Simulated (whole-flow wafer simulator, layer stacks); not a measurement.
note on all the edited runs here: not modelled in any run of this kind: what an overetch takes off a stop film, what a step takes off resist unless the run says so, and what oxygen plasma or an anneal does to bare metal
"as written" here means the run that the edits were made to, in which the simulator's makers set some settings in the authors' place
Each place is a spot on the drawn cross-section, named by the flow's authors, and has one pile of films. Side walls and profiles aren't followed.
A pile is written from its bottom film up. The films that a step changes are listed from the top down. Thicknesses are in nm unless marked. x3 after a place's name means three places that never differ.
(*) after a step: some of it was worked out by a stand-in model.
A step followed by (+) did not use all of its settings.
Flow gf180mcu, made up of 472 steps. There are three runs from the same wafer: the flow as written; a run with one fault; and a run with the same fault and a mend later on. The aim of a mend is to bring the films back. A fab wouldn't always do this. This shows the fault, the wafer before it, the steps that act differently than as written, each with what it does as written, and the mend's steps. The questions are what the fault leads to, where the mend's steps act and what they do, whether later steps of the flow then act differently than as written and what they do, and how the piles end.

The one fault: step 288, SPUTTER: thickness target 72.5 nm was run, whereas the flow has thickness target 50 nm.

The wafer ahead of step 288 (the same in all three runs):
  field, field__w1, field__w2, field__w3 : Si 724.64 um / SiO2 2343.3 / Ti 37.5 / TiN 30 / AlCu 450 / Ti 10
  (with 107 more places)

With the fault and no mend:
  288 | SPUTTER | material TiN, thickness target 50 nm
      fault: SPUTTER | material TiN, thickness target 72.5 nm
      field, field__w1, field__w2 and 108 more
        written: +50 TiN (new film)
        fault: +72.5 TiN (new film)
  Later steps of the flow acting differently than as written (3 other steps are not shown; they differ only slightly, by no more than 2% or 0.5 nm, whichever is larger):
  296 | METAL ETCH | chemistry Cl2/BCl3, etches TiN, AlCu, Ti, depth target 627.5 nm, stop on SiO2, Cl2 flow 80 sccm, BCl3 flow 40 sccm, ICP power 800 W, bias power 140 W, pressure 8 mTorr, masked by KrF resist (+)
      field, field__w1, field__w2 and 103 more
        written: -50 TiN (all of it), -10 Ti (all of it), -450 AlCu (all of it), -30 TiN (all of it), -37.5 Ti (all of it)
        fault: -72.5 TiN (all of it), -10 Ti (all of it), -450 AlCu (all of it), -30 TiN (all of it), -37.5 Ti (all of it)
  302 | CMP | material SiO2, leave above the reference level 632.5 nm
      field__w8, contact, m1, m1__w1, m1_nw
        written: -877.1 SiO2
        fault: -899.6 SiO2
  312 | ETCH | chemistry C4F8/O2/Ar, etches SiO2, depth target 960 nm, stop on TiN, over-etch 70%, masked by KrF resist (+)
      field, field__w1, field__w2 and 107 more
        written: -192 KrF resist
        fault: -187 KrF resist
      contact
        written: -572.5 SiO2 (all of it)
        fault: -550 SiO2 (all of it)
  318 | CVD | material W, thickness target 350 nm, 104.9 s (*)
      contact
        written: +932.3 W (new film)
        fault: +909.6 W (new film)
  The piles end different from the flow's at field__w8, contact, m1, m1__w1, m1_nw by more than 2% or 0.5 nm, whichever is larger.
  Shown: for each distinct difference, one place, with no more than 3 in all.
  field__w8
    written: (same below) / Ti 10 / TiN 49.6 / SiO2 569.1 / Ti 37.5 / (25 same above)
    fault: (same below) / Ti 10 / TiN 72.1 / SiO2 546.6 / Ti 37.5 / (25 same above)
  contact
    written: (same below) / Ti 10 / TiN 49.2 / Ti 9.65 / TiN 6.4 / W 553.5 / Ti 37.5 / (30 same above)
    fault: (same below) / Ti 10 / TiN 71.7 / Ti 9.78 / TiN 6.49 / W 530.8 / Ti 37.5 / (30 same above)

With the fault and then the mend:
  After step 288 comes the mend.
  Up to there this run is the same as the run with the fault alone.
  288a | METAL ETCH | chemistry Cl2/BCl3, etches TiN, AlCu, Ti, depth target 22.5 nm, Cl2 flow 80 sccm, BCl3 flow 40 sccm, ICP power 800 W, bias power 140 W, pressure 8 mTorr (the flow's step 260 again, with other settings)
      field, field__w1, field__w2 and 108 more
        -22.5 TiN
  Later steps of the flow that are run all act as written at every place that is followed.
  The piles end the same as the flow's at every place that both follow.
